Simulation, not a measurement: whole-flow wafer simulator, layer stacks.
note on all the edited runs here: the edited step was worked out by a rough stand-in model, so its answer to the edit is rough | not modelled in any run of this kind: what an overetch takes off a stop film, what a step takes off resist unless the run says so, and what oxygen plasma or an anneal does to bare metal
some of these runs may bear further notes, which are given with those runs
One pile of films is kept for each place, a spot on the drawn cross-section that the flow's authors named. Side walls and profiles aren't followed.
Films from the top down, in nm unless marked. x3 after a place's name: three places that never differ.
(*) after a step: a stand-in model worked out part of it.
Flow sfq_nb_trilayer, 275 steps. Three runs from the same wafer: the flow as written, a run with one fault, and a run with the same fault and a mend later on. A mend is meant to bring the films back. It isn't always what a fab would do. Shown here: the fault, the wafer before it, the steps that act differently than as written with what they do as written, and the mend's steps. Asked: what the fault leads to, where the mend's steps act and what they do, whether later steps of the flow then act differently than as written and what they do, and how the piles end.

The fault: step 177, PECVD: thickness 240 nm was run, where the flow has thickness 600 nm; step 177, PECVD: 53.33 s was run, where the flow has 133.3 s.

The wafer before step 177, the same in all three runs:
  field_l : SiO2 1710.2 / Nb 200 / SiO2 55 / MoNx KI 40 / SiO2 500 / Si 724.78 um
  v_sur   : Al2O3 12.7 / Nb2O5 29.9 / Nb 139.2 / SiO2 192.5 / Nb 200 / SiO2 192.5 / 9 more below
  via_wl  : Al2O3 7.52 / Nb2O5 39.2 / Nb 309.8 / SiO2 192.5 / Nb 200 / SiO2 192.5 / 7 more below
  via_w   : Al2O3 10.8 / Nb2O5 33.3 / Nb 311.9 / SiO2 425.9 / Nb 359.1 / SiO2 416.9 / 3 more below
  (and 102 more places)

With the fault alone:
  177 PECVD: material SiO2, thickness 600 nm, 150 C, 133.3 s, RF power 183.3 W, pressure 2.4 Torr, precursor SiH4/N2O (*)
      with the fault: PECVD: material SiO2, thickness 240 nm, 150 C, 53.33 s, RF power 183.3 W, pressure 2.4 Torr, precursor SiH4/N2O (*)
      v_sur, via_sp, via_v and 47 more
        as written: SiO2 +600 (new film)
        with the fault: SiO2 +240 (new film)
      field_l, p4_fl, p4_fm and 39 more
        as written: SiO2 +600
        with the fault: SiO2 +240
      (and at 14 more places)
  Later steps of the flow that act differently than as written (11 more steps differ only slightly, by at most 2% or 0.5 nm, whichever is larger, and aren't shown):
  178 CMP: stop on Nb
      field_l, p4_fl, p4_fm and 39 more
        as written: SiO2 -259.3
        with the fault: nothing
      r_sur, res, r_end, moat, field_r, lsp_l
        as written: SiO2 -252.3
        with the fault: nothing
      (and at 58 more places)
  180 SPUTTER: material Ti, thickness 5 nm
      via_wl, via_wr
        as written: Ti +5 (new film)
        with the fault: Ti +3.68 (new film)
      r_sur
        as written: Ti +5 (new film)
        with the fault: Ti +4.48 (new film)
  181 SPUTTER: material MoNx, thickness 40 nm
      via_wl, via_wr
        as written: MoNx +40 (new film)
        with the fault: MoNx +30.1 (new film)
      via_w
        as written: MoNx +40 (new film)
        with the fault: MoNx +39.1 (new film)
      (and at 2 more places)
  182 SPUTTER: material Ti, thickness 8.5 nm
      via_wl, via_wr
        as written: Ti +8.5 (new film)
        with the fault: Ti +6.15 (new film)
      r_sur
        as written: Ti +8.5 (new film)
        with the fault: Ti +7.58 (new film)
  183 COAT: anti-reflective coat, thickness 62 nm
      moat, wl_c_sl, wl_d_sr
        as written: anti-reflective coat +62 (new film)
        with the fault: anti-reflective coat +64.7 (new film)
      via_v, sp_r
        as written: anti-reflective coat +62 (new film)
        with the fault: anti-reflective coat +55.4 (new film)
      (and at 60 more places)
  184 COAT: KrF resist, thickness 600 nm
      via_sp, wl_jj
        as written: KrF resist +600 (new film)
        with the fault: KrF resist +565.3 (new film)
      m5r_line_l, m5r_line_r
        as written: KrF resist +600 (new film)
        with the fault: KrF resist +563.8 (new film)
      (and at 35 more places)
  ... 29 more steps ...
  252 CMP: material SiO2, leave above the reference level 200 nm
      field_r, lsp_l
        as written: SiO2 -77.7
        with the fault: SiO2 -68
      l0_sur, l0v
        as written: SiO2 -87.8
        with the fault: SiO2 -79.2
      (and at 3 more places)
  At the end the piles differ from the flow's by more than 2% or 0.5 nm, whichever is larger, at via_wl, via_w, via_wr and 10 more.
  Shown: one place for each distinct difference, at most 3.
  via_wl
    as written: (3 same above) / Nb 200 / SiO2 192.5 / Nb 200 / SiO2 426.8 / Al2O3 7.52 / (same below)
    with the fault: (3 same above) / Nb 200 / SiO2 345.9 / Nb 184.5 / SiO2 289 / Al2O3 7.52 / (same below)
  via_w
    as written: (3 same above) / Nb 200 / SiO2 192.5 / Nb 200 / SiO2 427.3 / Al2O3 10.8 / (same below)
    with the fault: (3 same above) / Nb 200 / SiO2 346.5 / Nb 184.4 / SiO2 288.9 / Al2O3 10.8 / (same below)
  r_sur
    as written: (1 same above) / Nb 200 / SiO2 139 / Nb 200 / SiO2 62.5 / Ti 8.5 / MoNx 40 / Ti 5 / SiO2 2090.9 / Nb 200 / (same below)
    with the fault: (1 same above) / Nb 200 / SiO2 252 / Nb 195.5 / SiO2 62.5 / Ti 7.58 / MoNx 36.2 / Ti 4.48 / SiO2 1987.6 / Nb 200 / (same below)

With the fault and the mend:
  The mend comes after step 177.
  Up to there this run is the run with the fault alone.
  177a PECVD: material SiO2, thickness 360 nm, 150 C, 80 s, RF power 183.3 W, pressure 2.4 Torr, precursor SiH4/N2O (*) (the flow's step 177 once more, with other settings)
      field_l, v_sur, via_sp and 94 more
        SiO2 +360
      r_sur, res, r_end, moat, field_r, lsp_l
        SiO2 +355.9
      via_wl, via_wr
        SiO2 +342.9
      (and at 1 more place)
  Later steps of the flow that act differently than as written:
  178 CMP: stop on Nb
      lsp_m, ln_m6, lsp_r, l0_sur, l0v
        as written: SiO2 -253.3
        with the mend: SiO2 -259.3
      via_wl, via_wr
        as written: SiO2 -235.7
        with the mend: SiO2 -206.7
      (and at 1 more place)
  At the end the piles are the same as the flow's at every place that both follow.
